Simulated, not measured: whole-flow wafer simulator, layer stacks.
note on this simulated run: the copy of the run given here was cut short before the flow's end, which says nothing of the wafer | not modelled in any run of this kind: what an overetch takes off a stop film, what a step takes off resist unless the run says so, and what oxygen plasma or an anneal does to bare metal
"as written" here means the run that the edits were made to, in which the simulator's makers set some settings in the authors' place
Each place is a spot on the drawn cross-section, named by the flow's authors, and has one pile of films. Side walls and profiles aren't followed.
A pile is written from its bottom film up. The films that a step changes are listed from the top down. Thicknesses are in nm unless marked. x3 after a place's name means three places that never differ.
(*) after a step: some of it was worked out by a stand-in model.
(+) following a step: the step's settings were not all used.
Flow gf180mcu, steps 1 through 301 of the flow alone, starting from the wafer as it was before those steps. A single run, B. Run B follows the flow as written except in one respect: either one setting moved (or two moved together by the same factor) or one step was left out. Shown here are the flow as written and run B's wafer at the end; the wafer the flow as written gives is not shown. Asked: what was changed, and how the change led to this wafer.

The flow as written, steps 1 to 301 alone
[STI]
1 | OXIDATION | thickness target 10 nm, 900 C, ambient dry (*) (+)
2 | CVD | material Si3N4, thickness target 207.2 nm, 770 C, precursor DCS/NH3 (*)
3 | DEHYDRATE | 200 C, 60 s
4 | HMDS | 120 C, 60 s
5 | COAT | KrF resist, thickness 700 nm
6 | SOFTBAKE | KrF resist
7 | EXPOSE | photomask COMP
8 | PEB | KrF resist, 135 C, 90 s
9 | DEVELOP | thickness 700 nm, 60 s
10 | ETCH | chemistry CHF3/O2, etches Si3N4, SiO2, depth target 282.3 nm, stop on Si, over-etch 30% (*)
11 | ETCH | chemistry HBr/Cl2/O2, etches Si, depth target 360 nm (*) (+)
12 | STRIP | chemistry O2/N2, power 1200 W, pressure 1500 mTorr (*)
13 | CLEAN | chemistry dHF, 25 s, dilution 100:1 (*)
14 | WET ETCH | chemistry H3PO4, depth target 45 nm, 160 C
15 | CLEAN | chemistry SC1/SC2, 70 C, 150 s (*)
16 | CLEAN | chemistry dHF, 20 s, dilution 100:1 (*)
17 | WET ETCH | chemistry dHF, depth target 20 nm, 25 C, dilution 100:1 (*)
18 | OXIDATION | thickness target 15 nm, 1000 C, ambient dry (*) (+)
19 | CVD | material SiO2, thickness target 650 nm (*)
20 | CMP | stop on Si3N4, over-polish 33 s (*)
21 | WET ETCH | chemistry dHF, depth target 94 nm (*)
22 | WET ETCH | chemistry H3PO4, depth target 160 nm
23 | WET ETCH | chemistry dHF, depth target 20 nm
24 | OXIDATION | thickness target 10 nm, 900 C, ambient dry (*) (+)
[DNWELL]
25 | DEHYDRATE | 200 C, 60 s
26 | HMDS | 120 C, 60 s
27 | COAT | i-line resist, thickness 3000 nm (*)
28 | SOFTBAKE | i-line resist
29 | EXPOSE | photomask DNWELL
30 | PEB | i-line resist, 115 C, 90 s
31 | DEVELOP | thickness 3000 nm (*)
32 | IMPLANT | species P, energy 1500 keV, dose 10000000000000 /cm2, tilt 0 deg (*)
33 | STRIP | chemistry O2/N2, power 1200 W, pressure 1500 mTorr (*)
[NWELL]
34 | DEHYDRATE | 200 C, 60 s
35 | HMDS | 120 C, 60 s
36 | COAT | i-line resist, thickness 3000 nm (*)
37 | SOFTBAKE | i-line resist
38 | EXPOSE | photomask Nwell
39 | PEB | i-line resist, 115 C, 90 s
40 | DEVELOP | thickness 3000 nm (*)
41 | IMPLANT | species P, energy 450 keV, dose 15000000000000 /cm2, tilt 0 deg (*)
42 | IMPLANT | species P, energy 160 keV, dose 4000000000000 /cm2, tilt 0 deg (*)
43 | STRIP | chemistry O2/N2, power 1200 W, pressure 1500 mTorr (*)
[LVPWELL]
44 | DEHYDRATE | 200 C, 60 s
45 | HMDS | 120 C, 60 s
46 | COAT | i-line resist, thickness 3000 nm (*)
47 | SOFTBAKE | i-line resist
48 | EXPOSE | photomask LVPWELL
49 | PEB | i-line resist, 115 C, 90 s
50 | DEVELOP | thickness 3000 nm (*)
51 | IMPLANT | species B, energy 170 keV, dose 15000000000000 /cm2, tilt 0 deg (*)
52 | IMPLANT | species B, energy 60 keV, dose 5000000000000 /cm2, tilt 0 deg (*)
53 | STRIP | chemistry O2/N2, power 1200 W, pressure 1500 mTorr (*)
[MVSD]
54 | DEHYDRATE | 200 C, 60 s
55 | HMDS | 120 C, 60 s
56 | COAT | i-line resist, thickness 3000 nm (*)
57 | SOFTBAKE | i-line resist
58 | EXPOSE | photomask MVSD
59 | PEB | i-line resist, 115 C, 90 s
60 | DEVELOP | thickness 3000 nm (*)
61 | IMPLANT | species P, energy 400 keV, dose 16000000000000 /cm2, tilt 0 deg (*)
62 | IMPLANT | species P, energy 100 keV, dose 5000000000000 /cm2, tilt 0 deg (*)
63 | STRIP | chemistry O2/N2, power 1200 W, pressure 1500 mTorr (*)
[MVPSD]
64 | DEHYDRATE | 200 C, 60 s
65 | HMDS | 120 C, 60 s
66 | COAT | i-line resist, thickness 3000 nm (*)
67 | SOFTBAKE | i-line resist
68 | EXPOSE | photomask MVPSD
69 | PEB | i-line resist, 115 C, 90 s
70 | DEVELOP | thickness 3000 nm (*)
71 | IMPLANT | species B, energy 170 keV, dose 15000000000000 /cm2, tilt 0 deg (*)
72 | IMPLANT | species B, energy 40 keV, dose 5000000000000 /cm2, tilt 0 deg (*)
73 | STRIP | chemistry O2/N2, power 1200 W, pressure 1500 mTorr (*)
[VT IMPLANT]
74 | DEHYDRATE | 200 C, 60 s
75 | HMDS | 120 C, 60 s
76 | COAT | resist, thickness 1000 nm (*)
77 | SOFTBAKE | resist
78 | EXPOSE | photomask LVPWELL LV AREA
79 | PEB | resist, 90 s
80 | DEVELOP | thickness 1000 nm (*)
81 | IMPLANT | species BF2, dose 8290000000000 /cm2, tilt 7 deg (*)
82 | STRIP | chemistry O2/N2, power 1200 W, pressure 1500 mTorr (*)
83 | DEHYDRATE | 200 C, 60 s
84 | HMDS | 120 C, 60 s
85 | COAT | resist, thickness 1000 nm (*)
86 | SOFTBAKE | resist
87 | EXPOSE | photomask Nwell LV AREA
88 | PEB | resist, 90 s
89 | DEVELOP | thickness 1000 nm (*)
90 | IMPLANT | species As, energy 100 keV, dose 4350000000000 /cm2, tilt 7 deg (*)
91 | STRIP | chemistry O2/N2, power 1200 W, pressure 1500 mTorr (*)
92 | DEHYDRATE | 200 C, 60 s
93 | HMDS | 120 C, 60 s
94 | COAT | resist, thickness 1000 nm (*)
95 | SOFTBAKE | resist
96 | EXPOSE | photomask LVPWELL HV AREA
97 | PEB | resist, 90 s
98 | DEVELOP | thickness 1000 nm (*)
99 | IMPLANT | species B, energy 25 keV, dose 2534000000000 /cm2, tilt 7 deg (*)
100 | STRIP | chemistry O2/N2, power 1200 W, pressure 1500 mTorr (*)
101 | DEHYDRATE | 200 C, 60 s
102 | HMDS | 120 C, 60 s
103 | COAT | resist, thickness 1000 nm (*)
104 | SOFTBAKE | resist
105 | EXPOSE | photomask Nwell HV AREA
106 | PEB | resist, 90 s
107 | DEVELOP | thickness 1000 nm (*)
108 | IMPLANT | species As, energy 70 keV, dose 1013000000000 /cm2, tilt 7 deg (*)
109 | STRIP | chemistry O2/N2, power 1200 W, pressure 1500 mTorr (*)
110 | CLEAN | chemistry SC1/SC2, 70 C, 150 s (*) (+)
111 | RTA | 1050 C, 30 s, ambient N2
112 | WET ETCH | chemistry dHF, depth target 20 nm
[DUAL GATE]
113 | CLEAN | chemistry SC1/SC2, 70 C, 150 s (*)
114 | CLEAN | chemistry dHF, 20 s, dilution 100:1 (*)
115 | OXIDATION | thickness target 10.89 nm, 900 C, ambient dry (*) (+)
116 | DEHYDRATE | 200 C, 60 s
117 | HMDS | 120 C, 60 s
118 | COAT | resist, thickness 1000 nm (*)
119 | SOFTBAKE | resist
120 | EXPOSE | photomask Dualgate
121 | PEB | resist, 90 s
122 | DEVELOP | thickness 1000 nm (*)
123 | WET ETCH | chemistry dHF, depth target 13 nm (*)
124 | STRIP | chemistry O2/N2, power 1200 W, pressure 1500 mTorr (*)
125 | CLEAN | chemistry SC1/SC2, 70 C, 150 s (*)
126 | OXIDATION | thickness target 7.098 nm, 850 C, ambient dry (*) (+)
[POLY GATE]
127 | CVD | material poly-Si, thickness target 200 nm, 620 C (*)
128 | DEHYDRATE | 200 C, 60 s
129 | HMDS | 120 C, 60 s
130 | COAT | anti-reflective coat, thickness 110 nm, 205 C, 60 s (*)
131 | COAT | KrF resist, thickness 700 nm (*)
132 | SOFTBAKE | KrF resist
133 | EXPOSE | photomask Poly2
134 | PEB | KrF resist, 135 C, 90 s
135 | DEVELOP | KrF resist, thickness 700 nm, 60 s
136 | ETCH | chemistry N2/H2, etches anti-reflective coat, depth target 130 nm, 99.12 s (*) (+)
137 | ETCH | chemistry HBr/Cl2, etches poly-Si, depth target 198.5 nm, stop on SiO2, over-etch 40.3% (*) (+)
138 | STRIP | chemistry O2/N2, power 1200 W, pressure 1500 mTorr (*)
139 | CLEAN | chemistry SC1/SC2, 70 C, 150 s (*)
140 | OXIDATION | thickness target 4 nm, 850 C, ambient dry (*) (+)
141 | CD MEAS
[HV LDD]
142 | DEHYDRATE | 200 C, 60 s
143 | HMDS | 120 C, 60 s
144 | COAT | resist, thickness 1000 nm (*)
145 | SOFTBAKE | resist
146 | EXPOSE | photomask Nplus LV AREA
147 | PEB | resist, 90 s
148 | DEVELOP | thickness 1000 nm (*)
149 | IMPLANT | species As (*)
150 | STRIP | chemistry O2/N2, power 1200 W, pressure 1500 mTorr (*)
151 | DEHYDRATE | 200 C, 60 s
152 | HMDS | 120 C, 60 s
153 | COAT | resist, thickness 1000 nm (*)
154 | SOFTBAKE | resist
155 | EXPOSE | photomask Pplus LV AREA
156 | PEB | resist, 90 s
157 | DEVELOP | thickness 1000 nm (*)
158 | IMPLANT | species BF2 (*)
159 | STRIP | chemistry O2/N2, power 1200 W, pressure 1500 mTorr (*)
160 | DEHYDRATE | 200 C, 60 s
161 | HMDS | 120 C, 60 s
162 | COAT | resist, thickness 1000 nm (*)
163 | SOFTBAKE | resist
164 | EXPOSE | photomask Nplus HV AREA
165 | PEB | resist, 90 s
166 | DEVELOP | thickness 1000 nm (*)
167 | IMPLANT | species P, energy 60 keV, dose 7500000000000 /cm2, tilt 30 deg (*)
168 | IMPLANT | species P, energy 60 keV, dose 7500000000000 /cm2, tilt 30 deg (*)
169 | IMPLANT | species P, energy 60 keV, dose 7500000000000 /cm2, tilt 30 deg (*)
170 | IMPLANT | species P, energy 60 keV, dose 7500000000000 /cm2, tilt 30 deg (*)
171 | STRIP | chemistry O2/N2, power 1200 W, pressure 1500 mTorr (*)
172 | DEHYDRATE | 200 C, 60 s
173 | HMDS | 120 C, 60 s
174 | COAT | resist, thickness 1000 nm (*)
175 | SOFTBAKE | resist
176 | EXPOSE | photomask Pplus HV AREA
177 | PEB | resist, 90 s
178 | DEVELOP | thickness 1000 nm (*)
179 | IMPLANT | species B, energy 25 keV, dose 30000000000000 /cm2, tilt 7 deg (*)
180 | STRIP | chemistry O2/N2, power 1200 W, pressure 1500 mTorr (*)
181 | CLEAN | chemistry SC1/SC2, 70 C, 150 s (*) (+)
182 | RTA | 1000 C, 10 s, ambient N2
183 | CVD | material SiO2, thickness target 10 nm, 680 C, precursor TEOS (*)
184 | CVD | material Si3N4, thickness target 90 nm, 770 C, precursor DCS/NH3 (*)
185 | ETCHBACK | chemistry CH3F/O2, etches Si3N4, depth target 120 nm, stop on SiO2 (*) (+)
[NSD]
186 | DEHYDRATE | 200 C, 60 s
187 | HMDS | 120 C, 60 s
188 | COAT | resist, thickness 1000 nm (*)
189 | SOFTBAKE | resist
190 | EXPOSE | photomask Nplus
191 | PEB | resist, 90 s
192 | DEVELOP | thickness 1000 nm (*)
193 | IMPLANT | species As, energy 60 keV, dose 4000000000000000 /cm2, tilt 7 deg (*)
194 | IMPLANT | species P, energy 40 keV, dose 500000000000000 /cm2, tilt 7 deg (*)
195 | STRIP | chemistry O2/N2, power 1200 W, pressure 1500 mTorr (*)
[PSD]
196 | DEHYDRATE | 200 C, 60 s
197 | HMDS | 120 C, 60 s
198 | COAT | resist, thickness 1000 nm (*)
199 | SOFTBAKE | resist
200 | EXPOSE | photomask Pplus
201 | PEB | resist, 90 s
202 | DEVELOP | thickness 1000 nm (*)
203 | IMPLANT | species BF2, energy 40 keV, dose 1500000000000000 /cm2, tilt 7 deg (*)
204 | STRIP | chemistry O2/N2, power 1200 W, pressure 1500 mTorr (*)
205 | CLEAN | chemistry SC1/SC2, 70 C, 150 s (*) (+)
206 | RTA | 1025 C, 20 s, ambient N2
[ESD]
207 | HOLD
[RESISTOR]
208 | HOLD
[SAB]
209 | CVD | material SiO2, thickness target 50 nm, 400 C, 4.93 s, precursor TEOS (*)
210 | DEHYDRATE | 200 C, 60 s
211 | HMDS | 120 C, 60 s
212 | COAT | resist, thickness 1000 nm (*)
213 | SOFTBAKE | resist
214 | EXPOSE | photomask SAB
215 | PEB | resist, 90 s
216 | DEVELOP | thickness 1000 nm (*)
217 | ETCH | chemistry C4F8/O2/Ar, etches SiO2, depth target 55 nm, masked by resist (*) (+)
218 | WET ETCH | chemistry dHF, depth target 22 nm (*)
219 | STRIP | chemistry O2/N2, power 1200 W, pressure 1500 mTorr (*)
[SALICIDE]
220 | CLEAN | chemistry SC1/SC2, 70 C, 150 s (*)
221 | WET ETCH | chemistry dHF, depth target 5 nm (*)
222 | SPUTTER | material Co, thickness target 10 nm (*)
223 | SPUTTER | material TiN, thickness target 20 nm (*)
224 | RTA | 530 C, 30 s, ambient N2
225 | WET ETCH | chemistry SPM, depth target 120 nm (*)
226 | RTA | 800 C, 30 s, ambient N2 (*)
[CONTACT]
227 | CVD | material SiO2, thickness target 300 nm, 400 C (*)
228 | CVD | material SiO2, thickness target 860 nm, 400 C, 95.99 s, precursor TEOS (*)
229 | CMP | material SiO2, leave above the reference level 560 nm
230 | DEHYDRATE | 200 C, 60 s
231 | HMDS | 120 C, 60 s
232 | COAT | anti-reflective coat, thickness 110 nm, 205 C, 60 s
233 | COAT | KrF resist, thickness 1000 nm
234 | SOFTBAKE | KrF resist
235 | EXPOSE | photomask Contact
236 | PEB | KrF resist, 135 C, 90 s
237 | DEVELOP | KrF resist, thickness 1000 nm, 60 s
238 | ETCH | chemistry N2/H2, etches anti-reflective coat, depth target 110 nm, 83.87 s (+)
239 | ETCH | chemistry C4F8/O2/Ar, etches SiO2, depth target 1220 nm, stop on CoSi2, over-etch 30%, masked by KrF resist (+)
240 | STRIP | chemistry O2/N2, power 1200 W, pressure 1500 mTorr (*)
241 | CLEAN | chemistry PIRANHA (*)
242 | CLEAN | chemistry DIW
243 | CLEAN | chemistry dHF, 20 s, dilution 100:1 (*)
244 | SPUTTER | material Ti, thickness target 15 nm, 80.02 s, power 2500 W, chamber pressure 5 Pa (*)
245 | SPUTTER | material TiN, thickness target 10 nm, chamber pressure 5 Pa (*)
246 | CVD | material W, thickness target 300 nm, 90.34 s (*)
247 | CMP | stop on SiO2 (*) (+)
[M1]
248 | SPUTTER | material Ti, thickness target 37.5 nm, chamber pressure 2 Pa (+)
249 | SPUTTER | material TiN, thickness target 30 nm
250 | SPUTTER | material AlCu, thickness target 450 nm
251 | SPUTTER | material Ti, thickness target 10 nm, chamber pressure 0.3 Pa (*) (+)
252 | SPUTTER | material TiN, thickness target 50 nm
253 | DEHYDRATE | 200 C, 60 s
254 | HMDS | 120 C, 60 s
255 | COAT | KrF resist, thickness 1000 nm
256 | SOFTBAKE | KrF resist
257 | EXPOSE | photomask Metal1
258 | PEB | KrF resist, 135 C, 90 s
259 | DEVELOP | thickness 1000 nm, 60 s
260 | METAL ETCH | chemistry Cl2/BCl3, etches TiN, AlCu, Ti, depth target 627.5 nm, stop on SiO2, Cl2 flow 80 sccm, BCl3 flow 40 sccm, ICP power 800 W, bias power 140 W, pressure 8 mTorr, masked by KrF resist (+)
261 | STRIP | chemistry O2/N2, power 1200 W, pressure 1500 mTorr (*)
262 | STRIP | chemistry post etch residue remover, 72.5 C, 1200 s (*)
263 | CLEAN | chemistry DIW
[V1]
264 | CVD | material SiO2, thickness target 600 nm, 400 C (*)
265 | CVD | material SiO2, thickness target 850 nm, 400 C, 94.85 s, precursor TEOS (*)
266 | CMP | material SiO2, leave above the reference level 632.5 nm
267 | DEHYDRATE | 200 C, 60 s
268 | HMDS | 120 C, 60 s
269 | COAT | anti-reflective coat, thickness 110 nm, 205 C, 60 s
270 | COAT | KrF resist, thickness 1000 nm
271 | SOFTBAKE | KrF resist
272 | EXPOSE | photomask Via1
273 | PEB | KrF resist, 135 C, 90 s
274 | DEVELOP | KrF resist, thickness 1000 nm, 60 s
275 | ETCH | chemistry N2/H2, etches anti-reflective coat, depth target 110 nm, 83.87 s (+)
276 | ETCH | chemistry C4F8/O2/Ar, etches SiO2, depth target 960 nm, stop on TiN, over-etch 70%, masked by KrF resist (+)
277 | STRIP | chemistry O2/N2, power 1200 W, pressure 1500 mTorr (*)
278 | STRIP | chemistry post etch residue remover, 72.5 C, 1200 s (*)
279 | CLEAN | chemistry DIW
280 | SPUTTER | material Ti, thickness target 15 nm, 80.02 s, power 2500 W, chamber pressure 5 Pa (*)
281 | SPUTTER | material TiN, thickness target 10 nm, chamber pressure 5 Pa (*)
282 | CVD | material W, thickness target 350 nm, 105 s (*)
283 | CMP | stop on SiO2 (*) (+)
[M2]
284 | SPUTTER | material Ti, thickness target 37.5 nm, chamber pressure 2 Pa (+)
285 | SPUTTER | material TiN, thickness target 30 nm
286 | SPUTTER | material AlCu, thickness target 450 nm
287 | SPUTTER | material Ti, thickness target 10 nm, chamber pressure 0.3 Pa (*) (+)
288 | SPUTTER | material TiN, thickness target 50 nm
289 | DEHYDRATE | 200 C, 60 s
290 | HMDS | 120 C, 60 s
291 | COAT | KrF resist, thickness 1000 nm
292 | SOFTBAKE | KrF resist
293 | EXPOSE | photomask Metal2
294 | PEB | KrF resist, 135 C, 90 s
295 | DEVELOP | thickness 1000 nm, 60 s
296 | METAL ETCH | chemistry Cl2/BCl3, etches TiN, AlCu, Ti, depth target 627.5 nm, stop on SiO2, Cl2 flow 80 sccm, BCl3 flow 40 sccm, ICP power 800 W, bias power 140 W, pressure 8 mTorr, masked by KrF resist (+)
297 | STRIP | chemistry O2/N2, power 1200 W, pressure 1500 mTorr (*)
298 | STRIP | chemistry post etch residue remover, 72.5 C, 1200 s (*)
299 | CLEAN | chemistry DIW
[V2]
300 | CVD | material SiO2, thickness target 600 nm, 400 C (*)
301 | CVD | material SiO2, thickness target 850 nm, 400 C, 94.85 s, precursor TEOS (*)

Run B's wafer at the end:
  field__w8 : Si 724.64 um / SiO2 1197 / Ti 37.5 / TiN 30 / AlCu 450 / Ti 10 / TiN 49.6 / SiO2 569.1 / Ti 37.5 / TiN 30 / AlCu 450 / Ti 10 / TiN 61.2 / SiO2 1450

Cause: step 288, SPUTTER: thickness target 61.6 nm was run, though the flow has thickness target 50 nm.

How this came from the change, step by step:
  288 | SPUTTER | material TiN, thickness target 50 nm
      field, field__w1, field__w2 and 108 more: +61.6 TiN (new film) (it would be, as written: +50 TiN (new film))
  296 | METAL ETCH | chemistry Cl2/BCl3, etches TiN, AlCu, Ti, depth target 627.5 nm, stop on SiO2, Cl2 flow 80 sccm, BCl3 flow 40 sccm, ICP power 800 W, bias power 140 W, pressure 8 mTorr, masked by KrF resist (+)
      field, field__w1, field__w2 and 103 more: -61.6 TiN (all of it), -10 Ti (all of it), -450 AlCu (all of it), -30 TiN (all of it), -37.5 Ti (all of it) (it would be, as written: -50 TiN (all of it), -10 Ti (all of it), -450 AlCu (all of it), -30 TiN (all of it), -37.5 Ti (all of it))
